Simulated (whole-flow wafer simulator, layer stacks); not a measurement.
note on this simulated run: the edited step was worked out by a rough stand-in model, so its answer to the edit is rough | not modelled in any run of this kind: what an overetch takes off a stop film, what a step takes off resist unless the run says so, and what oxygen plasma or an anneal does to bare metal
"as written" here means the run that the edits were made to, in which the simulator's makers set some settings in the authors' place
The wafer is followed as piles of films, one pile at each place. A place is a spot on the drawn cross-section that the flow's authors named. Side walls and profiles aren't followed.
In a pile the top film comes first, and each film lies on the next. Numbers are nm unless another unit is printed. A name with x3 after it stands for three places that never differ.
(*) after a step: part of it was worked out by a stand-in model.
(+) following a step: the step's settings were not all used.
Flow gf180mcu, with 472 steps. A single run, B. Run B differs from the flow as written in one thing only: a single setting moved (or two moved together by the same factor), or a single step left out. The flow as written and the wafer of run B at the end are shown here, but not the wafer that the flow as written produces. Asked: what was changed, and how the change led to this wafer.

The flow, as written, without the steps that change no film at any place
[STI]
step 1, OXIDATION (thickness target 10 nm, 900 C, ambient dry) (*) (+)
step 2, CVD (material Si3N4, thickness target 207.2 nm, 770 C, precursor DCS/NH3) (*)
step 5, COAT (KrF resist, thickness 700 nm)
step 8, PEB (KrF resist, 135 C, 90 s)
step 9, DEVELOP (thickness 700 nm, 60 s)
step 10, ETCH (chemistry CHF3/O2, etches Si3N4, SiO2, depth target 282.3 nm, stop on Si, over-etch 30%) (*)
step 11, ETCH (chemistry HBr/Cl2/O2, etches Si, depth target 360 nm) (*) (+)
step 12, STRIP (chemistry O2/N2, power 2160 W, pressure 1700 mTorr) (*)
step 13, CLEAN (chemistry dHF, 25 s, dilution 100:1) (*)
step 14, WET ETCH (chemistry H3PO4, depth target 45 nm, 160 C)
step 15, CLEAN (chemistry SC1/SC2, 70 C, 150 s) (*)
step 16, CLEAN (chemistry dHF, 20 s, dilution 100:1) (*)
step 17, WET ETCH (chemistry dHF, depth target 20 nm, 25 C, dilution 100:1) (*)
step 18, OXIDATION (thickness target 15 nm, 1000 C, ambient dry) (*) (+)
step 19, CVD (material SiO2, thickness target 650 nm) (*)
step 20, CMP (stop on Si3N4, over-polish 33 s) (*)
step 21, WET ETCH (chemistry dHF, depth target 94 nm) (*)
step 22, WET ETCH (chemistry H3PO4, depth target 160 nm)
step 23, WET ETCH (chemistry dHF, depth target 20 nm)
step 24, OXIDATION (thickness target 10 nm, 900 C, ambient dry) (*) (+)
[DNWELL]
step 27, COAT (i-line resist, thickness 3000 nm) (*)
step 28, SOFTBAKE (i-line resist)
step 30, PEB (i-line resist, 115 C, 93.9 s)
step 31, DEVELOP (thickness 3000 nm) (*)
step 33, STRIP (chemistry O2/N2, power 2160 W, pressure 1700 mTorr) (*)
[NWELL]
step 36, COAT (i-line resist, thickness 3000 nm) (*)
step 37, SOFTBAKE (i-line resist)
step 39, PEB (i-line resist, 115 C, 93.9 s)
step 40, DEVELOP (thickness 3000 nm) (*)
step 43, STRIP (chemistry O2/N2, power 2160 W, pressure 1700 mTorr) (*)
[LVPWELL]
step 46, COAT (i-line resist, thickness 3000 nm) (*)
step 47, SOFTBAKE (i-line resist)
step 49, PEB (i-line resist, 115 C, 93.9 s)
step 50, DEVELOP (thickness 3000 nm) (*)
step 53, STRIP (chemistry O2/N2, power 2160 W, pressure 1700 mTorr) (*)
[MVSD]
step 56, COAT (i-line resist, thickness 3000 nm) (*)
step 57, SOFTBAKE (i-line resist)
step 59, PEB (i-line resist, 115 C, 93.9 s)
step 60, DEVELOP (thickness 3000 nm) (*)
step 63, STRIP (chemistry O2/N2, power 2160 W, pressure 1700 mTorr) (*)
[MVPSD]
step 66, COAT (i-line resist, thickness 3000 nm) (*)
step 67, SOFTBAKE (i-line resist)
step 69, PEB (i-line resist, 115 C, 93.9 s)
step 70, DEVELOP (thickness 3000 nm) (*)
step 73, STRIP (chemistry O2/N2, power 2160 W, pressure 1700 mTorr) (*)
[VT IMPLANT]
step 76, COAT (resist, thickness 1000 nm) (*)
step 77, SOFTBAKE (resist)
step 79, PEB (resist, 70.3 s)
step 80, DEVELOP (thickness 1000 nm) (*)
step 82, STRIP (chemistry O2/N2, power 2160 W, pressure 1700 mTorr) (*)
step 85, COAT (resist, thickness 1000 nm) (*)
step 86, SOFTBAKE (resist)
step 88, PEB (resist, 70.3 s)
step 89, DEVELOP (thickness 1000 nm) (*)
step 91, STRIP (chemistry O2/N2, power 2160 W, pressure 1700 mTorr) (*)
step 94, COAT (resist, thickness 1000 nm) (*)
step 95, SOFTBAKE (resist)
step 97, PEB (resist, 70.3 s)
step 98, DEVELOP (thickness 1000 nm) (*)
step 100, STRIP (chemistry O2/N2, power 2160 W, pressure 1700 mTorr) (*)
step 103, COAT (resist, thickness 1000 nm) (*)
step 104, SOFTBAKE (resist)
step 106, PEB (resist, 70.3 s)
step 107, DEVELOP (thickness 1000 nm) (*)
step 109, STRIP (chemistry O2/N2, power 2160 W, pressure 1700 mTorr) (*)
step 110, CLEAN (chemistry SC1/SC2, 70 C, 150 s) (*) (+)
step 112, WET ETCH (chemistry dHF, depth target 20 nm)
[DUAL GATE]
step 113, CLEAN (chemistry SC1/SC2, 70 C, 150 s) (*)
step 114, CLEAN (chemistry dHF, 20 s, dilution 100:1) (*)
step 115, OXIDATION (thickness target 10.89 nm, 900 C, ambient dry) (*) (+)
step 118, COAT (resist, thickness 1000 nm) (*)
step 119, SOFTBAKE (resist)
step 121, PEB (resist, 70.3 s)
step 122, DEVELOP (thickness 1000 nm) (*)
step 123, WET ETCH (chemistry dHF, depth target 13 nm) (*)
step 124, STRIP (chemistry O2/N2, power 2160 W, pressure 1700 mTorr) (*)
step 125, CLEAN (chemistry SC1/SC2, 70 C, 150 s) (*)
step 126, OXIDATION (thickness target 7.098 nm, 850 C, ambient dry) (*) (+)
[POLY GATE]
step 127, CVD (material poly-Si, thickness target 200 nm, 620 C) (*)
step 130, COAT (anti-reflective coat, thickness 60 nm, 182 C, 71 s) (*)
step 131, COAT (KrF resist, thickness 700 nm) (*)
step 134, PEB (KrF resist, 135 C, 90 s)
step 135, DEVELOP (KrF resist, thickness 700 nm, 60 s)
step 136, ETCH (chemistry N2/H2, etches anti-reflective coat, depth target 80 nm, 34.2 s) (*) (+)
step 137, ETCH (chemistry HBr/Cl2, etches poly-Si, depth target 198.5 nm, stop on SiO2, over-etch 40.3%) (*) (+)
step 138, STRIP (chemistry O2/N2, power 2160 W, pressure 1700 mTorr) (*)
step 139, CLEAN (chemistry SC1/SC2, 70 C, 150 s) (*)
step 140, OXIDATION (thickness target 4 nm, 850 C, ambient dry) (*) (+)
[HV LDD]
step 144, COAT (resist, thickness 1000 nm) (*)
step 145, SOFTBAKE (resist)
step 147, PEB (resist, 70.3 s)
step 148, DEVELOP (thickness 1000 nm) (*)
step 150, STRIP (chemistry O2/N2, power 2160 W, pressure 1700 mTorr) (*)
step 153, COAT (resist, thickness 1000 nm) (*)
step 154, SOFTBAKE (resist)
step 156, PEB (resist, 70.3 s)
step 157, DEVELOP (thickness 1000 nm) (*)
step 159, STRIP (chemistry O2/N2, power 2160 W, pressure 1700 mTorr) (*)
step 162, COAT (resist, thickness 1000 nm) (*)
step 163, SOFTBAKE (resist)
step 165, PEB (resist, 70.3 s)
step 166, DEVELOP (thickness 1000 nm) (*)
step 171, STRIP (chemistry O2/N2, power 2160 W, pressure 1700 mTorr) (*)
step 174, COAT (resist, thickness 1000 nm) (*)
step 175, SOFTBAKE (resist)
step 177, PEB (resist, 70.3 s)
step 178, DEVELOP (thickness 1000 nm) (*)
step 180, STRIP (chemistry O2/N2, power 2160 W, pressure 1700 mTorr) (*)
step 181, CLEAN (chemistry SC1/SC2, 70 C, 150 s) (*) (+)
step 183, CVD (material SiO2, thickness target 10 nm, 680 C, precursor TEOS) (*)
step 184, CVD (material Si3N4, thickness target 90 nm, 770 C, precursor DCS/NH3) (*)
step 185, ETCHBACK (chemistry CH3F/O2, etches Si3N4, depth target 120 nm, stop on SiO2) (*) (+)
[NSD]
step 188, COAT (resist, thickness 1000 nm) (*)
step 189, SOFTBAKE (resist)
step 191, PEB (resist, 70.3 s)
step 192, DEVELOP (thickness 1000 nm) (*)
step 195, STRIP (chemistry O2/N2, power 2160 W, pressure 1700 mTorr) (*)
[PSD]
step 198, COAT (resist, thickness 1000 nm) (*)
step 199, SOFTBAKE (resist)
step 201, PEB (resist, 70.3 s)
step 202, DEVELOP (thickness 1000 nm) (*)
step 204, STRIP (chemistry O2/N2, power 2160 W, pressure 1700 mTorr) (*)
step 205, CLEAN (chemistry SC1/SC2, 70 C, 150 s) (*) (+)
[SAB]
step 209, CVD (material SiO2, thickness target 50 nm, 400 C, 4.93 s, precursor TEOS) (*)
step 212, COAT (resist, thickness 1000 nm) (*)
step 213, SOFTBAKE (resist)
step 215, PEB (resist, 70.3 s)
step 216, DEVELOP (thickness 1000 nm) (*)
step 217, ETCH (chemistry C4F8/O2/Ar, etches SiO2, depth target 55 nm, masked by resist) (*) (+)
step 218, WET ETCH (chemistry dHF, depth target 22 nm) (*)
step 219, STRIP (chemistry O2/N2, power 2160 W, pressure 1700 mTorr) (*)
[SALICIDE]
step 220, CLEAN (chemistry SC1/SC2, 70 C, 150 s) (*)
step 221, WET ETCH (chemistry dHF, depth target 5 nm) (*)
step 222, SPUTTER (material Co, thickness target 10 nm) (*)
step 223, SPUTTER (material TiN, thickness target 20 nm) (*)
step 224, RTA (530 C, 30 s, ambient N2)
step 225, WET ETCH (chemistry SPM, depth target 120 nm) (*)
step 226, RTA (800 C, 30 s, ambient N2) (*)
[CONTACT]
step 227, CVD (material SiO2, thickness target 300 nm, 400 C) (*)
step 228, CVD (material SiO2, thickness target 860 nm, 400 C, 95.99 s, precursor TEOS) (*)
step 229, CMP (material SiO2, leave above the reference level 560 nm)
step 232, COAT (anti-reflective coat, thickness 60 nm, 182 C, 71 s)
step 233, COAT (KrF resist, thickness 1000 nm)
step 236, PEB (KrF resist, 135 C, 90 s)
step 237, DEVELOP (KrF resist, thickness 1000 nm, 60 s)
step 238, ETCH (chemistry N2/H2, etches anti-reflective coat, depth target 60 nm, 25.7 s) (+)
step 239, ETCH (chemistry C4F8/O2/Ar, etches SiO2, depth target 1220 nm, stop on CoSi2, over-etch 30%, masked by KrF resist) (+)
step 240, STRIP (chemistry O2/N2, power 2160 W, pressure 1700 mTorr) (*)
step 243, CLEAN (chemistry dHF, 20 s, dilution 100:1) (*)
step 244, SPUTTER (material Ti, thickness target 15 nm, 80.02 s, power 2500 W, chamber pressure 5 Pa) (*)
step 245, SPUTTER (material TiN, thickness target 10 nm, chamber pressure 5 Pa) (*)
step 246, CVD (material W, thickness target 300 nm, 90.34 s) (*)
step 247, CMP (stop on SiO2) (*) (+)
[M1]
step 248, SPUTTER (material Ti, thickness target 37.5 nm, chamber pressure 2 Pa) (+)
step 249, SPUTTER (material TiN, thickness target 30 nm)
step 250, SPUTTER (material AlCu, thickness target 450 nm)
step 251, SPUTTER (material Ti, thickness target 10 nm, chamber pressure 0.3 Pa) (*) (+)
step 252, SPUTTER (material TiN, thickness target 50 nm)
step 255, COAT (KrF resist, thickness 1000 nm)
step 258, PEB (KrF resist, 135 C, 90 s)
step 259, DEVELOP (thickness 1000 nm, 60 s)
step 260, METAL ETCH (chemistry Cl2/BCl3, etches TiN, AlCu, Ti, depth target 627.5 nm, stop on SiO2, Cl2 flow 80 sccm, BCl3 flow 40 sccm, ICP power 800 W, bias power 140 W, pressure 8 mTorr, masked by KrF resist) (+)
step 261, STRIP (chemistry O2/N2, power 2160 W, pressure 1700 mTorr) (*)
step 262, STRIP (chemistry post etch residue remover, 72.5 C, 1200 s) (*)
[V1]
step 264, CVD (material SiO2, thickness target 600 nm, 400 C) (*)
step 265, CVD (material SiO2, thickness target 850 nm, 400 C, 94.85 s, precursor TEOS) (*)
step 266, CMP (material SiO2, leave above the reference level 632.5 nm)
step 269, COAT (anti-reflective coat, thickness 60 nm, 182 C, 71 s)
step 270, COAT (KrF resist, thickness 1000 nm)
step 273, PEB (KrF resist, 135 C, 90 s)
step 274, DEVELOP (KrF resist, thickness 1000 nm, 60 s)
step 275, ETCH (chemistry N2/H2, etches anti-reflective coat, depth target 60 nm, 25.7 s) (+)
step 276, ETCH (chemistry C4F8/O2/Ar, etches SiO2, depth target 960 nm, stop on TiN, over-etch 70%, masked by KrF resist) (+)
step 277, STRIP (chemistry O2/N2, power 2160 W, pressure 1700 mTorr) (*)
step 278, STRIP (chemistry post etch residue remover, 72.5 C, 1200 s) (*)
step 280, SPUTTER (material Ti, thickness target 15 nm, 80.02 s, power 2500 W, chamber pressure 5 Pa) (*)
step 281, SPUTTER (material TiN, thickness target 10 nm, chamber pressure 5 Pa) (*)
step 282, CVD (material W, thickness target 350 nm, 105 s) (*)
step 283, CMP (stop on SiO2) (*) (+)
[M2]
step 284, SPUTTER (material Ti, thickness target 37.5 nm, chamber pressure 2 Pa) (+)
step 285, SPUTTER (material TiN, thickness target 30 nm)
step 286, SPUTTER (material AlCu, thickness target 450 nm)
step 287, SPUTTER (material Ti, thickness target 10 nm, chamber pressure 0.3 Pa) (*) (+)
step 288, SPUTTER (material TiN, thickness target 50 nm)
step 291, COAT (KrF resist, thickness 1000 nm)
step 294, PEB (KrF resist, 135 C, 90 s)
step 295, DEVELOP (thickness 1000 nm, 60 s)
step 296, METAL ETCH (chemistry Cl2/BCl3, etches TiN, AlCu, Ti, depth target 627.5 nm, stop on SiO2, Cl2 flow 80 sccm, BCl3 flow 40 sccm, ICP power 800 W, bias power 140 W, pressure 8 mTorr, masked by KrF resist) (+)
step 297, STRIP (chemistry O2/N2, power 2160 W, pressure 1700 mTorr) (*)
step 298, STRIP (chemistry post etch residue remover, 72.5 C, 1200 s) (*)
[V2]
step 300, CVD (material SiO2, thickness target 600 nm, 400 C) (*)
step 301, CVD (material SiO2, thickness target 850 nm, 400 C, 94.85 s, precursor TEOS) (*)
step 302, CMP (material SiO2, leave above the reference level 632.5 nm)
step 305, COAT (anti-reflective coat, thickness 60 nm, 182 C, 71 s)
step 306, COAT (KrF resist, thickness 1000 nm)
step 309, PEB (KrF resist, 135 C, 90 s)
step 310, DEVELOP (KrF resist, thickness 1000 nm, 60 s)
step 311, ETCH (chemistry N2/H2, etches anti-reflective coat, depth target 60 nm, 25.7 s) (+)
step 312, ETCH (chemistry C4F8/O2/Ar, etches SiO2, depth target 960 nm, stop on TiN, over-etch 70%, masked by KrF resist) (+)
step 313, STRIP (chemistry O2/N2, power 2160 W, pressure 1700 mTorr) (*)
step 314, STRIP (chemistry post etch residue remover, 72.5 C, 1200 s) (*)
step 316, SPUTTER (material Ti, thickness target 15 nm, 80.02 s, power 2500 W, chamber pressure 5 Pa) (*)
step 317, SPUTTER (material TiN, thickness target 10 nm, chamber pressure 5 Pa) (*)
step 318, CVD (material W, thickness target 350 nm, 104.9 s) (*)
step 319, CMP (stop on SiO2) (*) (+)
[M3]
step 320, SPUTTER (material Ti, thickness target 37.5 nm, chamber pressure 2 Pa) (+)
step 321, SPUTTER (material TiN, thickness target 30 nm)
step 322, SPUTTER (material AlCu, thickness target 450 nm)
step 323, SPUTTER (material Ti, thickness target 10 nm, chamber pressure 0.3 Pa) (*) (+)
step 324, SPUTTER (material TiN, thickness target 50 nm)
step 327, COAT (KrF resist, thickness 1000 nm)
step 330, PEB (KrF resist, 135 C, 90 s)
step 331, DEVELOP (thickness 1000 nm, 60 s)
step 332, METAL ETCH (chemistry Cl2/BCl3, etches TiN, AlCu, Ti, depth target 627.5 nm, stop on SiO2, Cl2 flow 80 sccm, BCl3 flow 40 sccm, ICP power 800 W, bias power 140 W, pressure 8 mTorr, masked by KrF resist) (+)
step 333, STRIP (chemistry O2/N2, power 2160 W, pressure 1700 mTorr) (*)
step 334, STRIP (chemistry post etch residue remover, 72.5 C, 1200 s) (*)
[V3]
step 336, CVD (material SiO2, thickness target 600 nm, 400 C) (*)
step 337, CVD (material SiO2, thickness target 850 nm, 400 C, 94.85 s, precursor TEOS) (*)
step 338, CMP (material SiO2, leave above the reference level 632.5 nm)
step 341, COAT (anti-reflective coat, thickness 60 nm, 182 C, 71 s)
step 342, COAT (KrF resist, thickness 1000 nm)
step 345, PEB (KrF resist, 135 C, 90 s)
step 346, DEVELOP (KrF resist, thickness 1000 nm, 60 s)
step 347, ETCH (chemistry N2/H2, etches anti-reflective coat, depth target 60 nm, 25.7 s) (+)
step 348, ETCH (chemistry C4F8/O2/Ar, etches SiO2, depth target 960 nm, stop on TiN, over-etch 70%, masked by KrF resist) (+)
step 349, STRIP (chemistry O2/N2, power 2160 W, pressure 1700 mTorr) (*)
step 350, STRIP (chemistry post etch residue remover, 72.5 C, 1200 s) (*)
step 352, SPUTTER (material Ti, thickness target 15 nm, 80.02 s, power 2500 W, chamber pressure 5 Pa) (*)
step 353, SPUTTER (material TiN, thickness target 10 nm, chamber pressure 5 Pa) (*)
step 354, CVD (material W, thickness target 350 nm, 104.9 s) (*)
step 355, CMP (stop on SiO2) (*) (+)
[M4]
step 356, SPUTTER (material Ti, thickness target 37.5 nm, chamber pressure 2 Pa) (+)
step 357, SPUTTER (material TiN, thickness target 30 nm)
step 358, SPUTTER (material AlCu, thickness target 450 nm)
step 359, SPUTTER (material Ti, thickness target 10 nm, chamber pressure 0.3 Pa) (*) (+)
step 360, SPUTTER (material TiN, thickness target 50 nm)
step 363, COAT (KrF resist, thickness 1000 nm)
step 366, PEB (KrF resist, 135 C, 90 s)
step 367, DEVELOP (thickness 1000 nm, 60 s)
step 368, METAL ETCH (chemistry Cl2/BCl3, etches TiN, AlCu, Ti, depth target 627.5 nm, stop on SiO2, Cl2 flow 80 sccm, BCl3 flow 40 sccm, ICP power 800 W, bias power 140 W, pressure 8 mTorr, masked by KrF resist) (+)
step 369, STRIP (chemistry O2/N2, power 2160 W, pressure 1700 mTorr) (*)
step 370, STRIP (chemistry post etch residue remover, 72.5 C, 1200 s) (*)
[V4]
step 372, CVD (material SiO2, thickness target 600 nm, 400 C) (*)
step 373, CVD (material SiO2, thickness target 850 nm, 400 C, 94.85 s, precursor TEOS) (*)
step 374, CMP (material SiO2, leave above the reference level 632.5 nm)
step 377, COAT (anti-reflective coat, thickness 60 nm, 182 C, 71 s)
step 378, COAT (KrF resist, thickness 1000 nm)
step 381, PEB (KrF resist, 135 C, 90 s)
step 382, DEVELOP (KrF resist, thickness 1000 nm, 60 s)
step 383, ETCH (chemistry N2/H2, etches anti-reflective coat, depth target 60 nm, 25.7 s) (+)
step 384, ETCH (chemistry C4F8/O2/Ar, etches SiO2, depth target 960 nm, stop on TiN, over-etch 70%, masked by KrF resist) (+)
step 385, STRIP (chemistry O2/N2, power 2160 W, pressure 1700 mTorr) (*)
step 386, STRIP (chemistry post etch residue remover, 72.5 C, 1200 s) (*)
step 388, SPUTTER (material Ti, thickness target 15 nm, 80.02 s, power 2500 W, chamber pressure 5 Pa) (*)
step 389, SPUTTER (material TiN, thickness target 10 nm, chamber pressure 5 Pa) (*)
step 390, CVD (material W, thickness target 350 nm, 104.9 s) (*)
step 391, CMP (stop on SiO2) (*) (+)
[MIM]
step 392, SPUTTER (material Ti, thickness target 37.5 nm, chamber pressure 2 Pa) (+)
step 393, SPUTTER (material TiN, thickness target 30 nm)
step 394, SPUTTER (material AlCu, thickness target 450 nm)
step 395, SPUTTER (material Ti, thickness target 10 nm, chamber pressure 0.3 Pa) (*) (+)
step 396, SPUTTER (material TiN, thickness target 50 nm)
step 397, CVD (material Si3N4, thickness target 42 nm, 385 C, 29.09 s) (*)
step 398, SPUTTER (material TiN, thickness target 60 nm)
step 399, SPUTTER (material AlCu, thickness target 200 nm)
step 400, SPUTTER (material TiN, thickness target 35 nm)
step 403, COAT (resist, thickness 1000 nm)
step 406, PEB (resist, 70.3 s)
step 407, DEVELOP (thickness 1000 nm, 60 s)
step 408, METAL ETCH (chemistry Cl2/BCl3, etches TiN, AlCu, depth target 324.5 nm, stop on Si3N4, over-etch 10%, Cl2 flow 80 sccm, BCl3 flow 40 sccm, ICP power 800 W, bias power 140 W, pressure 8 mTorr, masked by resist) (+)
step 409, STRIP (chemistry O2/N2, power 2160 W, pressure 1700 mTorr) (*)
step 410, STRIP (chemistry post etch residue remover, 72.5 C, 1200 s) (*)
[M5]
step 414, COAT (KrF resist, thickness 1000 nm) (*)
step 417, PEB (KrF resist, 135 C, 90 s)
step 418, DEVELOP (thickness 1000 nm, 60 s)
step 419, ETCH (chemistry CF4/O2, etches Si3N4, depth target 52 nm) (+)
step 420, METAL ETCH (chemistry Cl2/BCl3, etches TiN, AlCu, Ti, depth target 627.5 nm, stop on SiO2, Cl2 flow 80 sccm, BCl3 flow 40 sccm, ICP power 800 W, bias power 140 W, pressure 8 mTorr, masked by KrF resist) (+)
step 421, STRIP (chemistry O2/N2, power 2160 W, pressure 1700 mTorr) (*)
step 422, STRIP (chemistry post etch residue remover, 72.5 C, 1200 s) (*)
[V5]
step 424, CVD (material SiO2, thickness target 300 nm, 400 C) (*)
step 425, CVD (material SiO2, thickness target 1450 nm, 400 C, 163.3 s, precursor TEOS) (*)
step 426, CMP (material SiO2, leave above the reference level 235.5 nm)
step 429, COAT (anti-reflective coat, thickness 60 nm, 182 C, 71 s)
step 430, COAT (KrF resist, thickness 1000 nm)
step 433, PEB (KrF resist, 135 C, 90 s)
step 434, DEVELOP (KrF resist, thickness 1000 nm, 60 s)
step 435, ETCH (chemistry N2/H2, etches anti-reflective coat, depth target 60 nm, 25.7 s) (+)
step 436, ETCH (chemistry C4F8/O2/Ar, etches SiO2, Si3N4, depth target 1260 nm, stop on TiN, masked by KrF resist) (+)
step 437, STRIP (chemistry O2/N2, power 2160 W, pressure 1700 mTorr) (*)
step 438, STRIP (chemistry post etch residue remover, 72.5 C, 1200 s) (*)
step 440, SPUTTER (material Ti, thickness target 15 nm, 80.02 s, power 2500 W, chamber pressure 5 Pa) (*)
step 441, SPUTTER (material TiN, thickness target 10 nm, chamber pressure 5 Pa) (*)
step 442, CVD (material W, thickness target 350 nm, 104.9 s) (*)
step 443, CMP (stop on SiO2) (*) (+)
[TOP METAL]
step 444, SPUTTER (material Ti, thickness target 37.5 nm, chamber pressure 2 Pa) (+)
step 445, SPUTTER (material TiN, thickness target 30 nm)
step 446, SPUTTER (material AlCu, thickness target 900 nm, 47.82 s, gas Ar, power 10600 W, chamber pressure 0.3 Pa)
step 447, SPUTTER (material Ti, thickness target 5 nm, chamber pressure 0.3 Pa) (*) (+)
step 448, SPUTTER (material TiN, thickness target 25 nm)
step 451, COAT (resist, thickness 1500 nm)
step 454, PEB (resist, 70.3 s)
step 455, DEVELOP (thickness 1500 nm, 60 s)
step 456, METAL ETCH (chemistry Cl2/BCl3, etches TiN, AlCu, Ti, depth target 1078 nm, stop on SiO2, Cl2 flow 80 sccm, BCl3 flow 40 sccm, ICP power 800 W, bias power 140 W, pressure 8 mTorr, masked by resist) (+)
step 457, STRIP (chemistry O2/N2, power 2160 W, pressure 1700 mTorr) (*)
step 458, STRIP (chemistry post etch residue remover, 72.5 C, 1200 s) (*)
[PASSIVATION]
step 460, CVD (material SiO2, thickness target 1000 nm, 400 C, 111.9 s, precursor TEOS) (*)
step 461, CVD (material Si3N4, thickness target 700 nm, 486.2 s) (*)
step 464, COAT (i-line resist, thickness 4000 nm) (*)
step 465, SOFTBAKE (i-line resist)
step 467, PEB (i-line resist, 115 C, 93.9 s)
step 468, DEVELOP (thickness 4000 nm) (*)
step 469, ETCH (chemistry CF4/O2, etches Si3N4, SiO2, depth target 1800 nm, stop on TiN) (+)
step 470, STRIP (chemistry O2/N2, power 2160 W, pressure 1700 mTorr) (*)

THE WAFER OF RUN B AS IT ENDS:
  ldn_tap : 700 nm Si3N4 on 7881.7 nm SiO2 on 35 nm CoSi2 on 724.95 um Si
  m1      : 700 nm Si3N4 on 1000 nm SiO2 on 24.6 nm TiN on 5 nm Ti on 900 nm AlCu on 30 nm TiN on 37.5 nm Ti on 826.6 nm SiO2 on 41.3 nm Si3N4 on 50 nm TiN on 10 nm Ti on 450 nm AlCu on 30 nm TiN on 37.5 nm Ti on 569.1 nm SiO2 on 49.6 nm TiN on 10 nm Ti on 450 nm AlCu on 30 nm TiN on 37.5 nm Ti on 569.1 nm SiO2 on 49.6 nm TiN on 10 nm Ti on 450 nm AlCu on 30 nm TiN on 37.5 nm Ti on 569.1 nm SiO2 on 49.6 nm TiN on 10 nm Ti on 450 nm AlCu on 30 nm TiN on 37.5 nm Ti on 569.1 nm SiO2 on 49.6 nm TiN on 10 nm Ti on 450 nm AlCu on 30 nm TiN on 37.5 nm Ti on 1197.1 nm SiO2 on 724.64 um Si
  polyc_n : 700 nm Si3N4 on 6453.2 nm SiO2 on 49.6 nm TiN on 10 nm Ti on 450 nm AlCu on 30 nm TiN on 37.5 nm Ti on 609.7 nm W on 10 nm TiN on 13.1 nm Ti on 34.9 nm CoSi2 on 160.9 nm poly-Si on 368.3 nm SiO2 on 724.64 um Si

Cause: step 244, SPUTTER: 70.02 s was run, while the flow as written has 80.02 s.

How this came from the change, step by step:
  step 244, SPUTTER (material Ti, thickness target 15 nm, 80.02 s, power 2500 W, chamber pressure 5 Pa) (*)
      field, field__w1, field__w2 and 107 more: Ti gains 13.1 (new film) (it would be, as written: Ti gains 15 (new film))
      contact: Ti gains 7.47 (new film) (it would be, as written: Ti gains 8.55 (new film))
  step 247, CMP (stop on SiO2) (*) (+)
      field, field__w1, field__w2 and 105 more: W loses 300 (all of it), TiN loses 10 (all of it), Ti loses 13.1 (all of it), SiO2 loses 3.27 (it would be, as written: W loses 300 (all of it), TiN loses 10 (all of it), Ti loses 15 (all of it), SiO2 loses 3.29)
